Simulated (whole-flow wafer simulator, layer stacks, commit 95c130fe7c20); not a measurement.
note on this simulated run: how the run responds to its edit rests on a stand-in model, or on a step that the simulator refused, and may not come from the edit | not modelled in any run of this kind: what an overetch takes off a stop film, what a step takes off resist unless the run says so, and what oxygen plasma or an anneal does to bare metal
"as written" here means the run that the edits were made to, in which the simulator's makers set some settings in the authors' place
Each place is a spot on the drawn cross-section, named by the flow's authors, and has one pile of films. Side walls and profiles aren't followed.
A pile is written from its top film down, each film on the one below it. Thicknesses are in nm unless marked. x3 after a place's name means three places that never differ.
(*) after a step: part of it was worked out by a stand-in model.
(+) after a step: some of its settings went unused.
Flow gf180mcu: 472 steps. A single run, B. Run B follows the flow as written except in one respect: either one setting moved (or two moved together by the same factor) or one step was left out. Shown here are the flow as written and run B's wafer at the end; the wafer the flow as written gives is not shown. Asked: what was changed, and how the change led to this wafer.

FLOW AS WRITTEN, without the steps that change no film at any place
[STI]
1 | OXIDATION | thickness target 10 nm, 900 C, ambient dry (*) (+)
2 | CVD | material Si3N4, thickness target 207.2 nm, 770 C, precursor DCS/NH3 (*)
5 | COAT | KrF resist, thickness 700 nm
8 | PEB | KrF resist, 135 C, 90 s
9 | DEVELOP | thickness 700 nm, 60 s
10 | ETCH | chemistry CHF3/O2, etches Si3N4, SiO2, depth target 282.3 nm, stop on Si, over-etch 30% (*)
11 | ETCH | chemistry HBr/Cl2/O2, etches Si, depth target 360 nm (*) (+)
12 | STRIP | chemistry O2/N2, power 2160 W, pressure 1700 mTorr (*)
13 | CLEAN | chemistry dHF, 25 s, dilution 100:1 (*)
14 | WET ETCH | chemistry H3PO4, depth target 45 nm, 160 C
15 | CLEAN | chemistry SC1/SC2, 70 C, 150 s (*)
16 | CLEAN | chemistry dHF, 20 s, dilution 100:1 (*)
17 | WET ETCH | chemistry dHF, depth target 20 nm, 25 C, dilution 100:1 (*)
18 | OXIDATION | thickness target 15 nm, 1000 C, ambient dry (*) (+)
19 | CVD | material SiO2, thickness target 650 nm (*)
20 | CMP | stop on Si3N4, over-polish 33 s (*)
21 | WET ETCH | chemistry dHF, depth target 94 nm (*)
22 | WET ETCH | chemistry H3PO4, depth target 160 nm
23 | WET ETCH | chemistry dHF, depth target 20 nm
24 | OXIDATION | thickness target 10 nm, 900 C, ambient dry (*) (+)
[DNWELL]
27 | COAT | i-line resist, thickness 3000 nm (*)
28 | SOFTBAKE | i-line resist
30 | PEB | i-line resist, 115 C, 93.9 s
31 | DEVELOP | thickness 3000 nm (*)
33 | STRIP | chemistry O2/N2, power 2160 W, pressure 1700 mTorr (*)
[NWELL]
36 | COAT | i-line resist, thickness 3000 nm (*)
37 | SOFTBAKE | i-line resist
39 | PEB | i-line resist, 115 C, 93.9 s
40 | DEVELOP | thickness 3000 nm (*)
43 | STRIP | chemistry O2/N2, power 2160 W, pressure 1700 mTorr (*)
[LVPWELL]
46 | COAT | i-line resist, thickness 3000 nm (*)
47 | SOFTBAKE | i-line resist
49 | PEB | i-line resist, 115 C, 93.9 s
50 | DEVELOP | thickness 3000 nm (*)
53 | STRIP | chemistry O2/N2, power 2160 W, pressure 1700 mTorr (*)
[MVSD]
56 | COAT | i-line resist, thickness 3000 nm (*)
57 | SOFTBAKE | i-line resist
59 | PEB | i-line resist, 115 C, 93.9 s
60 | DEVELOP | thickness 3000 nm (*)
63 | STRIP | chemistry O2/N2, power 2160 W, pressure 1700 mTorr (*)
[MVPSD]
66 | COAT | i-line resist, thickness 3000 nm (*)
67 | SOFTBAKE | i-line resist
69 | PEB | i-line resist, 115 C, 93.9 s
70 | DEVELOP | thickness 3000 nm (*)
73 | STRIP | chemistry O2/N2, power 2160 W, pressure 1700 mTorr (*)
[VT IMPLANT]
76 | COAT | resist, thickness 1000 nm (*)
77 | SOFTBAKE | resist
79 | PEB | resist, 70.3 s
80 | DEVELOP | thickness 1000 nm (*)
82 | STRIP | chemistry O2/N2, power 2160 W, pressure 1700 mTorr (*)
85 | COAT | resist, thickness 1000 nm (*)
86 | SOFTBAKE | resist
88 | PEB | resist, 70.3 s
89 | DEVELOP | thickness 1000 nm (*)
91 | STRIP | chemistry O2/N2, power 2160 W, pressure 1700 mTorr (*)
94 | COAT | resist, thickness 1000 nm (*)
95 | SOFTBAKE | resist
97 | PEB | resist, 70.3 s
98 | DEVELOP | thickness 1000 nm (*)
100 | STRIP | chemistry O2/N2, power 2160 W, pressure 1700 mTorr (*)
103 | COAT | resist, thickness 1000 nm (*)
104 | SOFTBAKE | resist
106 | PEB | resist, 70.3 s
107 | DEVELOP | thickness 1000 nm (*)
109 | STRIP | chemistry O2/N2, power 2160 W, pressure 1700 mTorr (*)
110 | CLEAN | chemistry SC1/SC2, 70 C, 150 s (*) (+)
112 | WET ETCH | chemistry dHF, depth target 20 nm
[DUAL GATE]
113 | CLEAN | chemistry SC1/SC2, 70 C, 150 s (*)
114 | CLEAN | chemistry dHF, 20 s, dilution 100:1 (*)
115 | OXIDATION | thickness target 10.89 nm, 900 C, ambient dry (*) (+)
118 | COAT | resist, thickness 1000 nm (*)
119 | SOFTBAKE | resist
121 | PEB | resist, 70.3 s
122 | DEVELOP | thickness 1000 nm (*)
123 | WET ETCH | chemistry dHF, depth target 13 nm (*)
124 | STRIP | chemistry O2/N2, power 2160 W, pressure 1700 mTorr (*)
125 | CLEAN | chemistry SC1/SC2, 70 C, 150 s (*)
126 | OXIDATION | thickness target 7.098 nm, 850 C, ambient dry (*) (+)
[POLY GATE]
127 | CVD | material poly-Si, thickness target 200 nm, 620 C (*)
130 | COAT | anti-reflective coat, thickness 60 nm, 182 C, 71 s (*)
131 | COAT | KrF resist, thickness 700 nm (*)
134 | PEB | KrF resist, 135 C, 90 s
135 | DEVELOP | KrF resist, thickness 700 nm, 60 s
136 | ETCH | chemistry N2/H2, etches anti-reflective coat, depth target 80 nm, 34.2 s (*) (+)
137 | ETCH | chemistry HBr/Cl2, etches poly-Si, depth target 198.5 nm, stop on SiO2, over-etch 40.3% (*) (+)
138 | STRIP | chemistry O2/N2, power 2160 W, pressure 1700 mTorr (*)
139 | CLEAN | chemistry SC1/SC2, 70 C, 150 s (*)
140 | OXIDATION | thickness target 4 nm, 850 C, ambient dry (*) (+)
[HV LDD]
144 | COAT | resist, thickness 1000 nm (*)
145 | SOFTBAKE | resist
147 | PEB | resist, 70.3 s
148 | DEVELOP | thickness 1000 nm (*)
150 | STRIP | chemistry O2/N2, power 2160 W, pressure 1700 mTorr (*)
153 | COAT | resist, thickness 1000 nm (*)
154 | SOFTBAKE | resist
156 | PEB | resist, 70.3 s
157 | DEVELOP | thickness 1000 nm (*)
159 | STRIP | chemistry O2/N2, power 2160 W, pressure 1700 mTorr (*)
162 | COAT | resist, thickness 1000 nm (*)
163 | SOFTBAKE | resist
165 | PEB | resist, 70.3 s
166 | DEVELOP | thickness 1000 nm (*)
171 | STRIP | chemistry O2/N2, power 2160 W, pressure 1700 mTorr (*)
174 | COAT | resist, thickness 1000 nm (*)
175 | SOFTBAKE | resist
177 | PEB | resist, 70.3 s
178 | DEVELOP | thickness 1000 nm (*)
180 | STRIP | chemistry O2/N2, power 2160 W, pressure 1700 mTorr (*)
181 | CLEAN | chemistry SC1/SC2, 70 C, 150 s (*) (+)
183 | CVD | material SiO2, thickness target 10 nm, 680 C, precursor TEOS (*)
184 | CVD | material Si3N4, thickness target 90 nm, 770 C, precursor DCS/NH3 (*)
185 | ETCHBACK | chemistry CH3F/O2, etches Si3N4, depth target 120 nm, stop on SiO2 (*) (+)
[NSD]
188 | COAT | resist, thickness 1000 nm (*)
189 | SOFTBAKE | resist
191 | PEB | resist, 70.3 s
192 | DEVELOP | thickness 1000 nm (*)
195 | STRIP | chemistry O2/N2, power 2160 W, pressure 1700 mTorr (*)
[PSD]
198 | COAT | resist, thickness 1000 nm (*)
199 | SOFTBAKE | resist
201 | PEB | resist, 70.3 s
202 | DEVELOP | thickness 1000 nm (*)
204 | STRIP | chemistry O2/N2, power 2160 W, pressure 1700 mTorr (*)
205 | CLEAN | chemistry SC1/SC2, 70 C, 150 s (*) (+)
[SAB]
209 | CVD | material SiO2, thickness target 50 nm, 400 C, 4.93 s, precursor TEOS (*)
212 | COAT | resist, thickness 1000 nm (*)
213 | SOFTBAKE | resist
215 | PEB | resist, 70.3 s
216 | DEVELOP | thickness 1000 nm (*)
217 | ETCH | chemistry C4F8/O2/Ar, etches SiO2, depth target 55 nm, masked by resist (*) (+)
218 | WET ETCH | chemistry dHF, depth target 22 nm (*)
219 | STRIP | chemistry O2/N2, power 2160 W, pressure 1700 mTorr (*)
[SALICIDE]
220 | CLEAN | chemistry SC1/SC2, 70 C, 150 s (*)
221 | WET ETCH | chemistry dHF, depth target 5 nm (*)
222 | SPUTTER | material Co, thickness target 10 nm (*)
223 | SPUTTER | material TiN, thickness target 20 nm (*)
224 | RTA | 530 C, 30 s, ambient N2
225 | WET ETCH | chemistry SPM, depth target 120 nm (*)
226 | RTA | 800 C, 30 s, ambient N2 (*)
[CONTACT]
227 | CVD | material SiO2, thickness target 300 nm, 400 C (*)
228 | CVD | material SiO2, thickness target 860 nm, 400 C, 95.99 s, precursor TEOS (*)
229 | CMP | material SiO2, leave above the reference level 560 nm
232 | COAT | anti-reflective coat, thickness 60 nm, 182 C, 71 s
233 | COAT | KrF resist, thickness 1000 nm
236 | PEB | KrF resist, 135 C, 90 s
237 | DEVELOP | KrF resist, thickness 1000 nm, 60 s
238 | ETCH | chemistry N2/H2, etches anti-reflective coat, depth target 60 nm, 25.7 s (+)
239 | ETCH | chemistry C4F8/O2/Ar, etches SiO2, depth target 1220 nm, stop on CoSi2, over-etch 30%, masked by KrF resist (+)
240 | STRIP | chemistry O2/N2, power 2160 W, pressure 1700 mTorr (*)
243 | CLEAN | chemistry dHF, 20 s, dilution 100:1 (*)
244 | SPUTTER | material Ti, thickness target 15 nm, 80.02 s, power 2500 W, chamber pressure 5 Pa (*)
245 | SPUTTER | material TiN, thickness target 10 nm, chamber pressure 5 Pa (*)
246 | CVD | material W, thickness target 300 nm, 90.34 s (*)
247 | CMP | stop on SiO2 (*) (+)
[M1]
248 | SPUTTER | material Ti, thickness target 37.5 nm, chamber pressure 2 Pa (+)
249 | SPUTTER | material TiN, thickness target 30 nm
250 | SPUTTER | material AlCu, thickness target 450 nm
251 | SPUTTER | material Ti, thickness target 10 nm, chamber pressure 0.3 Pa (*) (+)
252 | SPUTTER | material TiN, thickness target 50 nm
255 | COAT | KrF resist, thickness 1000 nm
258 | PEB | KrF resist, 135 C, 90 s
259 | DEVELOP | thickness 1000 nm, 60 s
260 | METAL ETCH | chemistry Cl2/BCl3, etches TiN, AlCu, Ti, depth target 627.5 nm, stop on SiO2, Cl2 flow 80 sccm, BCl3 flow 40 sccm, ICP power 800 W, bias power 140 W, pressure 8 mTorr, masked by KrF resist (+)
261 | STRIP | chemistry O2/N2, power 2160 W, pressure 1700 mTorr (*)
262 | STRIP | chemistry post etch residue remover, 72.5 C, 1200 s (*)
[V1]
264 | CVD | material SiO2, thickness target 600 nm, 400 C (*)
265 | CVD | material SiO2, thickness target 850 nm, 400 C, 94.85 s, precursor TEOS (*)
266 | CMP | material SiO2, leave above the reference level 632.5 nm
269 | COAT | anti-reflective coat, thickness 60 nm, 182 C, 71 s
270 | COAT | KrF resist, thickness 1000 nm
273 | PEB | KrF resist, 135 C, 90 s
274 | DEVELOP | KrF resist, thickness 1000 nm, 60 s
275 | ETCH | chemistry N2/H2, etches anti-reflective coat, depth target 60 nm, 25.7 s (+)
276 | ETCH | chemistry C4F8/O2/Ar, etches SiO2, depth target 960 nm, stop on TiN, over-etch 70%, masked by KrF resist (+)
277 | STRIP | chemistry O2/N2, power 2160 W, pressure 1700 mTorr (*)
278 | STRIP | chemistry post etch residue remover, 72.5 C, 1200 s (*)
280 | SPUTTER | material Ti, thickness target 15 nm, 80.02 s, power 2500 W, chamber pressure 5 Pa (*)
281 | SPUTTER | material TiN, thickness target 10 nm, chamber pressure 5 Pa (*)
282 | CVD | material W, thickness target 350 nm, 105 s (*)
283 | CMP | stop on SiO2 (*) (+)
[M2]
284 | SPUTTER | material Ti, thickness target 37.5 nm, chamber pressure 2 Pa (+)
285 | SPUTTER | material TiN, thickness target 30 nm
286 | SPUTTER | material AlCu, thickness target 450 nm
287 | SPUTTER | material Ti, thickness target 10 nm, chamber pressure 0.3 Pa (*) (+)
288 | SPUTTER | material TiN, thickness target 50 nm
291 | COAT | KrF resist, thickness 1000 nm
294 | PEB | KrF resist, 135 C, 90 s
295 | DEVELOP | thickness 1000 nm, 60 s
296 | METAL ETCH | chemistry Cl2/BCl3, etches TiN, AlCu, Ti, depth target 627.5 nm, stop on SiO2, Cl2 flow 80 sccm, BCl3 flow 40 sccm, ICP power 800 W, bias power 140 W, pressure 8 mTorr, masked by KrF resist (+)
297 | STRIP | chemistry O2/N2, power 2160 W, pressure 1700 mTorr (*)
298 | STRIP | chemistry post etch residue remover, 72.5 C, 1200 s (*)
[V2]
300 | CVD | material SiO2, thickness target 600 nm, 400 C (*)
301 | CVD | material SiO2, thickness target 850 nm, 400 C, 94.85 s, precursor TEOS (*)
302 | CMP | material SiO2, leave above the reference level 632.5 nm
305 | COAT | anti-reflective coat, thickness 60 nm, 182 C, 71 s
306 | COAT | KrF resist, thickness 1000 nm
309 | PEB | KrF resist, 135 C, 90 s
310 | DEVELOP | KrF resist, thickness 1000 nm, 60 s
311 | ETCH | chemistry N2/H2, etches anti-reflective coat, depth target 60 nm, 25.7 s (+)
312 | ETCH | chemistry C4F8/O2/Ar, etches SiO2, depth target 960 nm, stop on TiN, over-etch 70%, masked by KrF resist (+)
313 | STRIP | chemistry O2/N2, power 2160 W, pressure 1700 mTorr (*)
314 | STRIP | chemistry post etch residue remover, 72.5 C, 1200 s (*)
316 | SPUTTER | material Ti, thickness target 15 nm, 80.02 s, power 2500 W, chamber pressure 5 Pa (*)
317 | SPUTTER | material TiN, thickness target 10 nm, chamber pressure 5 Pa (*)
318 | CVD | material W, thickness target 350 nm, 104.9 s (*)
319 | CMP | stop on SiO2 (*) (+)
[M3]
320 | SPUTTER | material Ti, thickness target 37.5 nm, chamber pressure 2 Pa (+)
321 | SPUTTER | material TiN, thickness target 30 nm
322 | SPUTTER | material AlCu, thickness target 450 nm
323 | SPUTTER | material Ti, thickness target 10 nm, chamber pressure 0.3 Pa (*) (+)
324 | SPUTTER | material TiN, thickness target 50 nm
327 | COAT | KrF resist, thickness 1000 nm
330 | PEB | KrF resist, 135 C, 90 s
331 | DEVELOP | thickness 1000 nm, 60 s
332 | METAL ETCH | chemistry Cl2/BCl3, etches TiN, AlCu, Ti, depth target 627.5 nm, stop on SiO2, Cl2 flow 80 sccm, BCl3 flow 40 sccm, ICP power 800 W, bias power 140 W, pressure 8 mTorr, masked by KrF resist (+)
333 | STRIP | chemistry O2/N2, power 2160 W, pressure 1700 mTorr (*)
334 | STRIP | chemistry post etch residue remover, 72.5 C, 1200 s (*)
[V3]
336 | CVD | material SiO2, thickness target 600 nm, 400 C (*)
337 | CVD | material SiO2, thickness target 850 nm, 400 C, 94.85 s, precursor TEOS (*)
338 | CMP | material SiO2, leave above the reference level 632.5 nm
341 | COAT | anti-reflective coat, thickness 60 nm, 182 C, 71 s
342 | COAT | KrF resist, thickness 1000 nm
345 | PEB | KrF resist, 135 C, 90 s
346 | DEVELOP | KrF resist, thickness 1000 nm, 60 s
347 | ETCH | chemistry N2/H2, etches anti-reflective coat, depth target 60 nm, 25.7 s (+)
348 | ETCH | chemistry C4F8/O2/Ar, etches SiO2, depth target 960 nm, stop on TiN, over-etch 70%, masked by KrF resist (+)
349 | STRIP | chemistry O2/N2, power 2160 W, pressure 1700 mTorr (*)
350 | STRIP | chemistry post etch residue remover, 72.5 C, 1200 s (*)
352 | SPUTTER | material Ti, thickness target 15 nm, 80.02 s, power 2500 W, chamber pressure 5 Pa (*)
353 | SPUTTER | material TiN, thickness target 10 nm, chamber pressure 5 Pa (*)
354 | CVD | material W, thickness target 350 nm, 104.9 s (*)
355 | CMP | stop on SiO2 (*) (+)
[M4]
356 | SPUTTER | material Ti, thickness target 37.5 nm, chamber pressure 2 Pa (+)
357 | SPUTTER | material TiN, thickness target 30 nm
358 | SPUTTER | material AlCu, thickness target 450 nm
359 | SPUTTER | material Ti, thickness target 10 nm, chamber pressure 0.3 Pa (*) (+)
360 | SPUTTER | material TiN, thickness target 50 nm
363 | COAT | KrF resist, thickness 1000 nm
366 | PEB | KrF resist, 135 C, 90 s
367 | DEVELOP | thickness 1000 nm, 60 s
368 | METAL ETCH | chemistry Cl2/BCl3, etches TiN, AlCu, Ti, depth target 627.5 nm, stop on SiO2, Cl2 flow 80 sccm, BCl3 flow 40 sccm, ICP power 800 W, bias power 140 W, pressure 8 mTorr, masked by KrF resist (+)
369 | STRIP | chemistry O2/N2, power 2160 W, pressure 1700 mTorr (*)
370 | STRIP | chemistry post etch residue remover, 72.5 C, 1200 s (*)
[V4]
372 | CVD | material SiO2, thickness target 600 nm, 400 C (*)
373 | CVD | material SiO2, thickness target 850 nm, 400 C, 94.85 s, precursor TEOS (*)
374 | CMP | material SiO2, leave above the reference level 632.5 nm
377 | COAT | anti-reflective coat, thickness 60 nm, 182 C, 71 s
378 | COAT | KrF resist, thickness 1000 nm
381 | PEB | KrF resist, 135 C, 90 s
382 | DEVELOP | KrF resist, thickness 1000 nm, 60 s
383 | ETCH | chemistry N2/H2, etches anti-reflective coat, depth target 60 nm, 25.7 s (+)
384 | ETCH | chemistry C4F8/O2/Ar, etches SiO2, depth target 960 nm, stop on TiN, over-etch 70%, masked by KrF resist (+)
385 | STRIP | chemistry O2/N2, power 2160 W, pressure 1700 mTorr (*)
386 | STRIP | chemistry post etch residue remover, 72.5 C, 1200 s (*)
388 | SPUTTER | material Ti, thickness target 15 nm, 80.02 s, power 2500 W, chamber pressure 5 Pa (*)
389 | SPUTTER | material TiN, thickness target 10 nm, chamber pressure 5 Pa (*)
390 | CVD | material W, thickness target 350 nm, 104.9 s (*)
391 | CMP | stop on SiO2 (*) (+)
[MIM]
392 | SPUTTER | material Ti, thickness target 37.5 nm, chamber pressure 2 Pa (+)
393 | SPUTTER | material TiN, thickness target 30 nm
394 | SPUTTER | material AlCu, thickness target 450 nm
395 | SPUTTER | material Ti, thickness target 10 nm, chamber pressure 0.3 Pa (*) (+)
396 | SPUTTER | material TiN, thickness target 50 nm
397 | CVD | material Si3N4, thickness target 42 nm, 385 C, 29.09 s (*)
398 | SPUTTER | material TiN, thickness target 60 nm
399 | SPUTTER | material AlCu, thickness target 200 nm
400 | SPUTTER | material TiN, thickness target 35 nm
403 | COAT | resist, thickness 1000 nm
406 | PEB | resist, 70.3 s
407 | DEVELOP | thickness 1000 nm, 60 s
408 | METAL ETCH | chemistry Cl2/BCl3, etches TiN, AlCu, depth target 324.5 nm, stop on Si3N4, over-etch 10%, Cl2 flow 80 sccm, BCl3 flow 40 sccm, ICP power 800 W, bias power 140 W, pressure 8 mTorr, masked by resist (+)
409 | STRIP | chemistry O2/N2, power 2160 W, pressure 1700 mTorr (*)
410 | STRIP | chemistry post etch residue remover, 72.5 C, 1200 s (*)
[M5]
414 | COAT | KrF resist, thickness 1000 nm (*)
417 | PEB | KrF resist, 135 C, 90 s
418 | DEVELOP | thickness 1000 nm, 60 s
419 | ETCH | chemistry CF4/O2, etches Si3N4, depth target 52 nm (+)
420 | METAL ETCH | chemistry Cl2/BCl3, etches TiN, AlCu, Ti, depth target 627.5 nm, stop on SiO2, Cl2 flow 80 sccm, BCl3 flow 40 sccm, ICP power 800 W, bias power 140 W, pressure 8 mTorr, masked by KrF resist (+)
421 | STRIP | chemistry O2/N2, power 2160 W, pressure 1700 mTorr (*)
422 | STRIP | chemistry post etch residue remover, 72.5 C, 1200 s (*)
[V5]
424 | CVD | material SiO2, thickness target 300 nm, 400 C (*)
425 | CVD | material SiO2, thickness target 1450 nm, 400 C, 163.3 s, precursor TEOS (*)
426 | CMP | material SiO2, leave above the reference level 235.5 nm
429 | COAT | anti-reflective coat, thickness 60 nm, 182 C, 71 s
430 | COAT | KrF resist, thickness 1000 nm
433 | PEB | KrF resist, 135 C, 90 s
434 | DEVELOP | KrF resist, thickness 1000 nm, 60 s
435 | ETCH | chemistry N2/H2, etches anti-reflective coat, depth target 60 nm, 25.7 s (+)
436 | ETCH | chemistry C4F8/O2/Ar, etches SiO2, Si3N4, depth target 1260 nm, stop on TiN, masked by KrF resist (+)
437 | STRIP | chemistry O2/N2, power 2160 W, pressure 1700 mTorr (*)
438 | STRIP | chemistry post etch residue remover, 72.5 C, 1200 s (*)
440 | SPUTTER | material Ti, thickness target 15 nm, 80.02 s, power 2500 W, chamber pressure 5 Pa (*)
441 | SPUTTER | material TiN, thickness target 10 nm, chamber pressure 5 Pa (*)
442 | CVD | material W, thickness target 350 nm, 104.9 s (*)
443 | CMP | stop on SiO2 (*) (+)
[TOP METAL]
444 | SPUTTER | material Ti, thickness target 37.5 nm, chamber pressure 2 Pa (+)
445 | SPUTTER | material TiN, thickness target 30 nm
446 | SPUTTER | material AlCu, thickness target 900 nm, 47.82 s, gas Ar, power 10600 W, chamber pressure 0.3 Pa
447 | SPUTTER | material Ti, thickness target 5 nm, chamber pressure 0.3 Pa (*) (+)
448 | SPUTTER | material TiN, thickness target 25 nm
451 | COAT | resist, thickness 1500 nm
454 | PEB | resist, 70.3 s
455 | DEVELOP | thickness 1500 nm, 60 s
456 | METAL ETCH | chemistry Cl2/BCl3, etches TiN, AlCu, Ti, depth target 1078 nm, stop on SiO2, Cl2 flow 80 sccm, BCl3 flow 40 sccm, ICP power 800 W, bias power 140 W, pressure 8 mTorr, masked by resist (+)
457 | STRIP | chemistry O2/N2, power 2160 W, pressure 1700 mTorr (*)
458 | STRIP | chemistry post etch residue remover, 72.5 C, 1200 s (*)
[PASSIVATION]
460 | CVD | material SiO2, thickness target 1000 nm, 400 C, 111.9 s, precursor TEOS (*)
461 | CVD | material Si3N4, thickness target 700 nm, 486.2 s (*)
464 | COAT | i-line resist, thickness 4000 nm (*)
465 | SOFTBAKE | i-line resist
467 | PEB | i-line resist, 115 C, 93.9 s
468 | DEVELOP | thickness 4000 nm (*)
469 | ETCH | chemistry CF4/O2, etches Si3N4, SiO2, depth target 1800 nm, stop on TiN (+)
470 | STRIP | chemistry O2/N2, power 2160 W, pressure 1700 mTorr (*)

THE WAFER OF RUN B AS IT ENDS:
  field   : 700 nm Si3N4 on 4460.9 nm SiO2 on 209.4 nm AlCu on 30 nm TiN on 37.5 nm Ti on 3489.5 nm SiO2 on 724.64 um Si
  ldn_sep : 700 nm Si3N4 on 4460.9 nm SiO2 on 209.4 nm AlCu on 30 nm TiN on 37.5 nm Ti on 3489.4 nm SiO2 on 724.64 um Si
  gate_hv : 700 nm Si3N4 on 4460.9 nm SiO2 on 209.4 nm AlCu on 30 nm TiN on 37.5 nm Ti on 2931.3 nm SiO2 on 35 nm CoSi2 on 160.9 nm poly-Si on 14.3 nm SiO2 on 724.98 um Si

What caused this: step 332, METAL ETCH: depth target 294.9 nm was run, whereas the flow has depth target 627.5 nm.

The path from the change to this, step by step:
  332 | METAL ETCH | chemistry Cl2/BCl3, etches TiN, AlCu, Ti, depth target 627.5 nm, stop on SiO2, Cl2 flow 80 sccm, BCl3 flow 40 sccm, ICP power 800 W, bias power 140 W, pressure 8 mTorr, masked by KrF resist (+)
      field, field__w1, field__w2 and 103 more: -50 TiN (all of it), -10 Ti (all of it), -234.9 AlCu (in the flow as written it would be: -50 TiN (all of it), -10 Ti (all of it), -450 AlCu (all of it), -30 TiN (all of it), -37.5 Ti (all of it))
      field__w8, contact, m1, m1__w1, m1_nw: -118 KrF resist (in the flow as written it would be: -251 KrF resist)
  333 | STRIP | chemistry O2/N2, power 2160 W, pressure 1700 mTorr (*)
      field__w8, contact, m1, m1__w1, m1_nw: -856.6 KrF resist (all of it) (in the flow as written it would be: -723.5 KrF resist (all of it))
  334 | STRIP | chemistry post etch residue remover, 72.5 C, 1200 s (*)
      field, field__w1, field__w2 and 103 more: -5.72 AlCu (in the flow as written it would be: nothing)
  336 | CVD | material SiO2, thickness target 600 nm, 400 C (*)
      field, field__w1, field__w2 and 103 more: +600 SiO2 (new film) (in the flow as written it would be: +600 SiO2)
  338 | CMP | material SiO2, leave above the reference level 632.5 nm
      field, field__w1, field__w2 and 103 more: -576.9 SiO2 (in the flow as written it would be: -300 SiO2)
With metal films that touch counted as one body, field has 1 body; the flow as written gives 0 bodies.
With metal films that touch counted as one body, ldn_sep has 1 body; the flow as written gives 0 bodies.
With metal films that touch counted as one body, gate_hv has 2 bodies (between them, from the top down: SiO2 2931.3); the flow as written gives 1 body.
